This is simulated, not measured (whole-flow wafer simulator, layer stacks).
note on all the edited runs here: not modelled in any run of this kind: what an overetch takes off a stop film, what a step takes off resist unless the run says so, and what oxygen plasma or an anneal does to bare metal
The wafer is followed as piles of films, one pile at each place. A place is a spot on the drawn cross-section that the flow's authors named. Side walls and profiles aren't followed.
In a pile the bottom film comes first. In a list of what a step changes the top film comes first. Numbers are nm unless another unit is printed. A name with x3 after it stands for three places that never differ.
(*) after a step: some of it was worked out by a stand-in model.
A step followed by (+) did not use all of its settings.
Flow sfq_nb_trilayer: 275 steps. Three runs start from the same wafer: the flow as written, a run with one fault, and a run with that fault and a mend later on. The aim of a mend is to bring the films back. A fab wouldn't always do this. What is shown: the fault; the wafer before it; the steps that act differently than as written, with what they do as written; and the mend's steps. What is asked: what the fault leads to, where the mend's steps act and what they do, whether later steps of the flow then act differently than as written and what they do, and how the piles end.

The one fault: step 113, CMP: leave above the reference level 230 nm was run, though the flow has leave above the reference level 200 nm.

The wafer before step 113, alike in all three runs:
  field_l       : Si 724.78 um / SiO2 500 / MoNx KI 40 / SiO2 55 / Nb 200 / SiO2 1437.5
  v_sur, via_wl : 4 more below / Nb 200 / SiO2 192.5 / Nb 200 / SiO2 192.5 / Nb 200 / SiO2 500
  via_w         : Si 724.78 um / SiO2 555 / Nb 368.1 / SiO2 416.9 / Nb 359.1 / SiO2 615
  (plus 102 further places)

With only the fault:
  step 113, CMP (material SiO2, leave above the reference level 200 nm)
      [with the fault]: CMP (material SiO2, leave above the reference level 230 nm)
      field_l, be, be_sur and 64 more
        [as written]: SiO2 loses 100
        [with the fault]: SiO2 loses 70
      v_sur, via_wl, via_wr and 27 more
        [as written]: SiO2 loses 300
        [with the fault]: SiO2 loses 270
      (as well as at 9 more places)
  Steps further on in the flow that do not act as written (not shown: 5 more steps that differ only slightly, by at most 2% or 0.5 nm, whichever is larger):
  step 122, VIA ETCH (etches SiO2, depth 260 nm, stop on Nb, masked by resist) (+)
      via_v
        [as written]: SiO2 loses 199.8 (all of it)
        [with the fault]: SiO2 loses 229.8 (all of it)
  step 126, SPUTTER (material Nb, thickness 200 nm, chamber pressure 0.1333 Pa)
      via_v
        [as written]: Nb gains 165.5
        [with the fault]: Nb gains 159.1
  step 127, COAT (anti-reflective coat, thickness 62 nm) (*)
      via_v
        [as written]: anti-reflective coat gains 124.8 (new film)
        [with the fault]: anti-reflective coat gains 131.2 (new film)
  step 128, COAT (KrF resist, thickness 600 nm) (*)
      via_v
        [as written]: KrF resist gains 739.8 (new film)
        [with the fault]: KrF resist gains 764.7 (new film)
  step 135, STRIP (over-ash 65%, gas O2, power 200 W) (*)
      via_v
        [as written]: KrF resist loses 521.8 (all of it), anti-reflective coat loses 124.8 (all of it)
        [with the fault]: KrF resist loses 546.7 (all of it), anti-reflective coat loses 131.2 (all of it)
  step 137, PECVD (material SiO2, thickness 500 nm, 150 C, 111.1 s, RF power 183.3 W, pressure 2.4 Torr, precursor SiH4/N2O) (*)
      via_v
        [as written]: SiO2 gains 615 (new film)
        [with the fault]: SiO2 gains 651.5 (new film)
  The piles end different from the flow's at v_sur, via_wl, via_w and 36 more by more than 2% or 0.5 nm, whichever is larger.
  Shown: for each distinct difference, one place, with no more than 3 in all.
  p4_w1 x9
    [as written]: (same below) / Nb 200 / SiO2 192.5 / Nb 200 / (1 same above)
    [with the fault]: (same below) / Nb 200 / SiO2 222.5 / Nb 200 / (1 same above)
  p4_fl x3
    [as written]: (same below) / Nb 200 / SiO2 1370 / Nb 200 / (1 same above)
    [with the fault]: (same below) / Nb 200 / SiO2 1400 / Nb 200 / (1 same above)
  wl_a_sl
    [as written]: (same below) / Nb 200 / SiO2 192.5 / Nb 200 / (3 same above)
    [with the fault]: (same below) / Nb 200 / SiO2 222.5 / Nb 200 / (3 same above)

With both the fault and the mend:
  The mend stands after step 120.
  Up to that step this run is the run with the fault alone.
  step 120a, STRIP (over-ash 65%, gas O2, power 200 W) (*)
      field_l, v_sur, via_wl and 102 more
        KrF resist loses 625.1 (all of it), anti-reflective coat loses 62 (all of it)
      via_v
        anti-reflective coat loses 62 (all of it)
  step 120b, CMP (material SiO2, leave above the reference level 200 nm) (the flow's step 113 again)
      field_l, v_sur, via_wl and 103 more
        SiO2 loses 30
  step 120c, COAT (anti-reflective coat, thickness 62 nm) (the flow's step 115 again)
      field_l, v_sur, via_wl and 103 more
        anti-reflective coat gains 62 (new film)
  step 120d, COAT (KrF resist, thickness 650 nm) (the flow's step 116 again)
      field_l, v_sur, via_wl and 103 more
        KrF resist gains 650 (new film)
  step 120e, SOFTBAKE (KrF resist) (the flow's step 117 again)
      leaves every film unchanged at each place that is followed
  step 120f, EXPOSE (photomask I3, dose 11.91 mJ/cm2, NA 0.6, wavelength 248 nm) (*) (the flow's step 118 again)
      leaves every film unchanged at each place that is followed
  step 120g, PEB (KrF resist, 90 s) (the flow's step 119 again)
      field_l, v_sur, via_wl and 103 more
        KrF resist loses 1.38
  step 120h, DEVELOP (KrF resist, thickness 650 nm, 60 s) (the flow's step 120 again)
      field_l, v_sur, via_wl and 102 more
        KrF resist loses 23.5
      via_v
        KrF resist loses 648.6 (all of it)
  None of the later steps of the flow acts differently than as written at any place that is followed.
  The piles end the same as the flow's at every place that both follow.
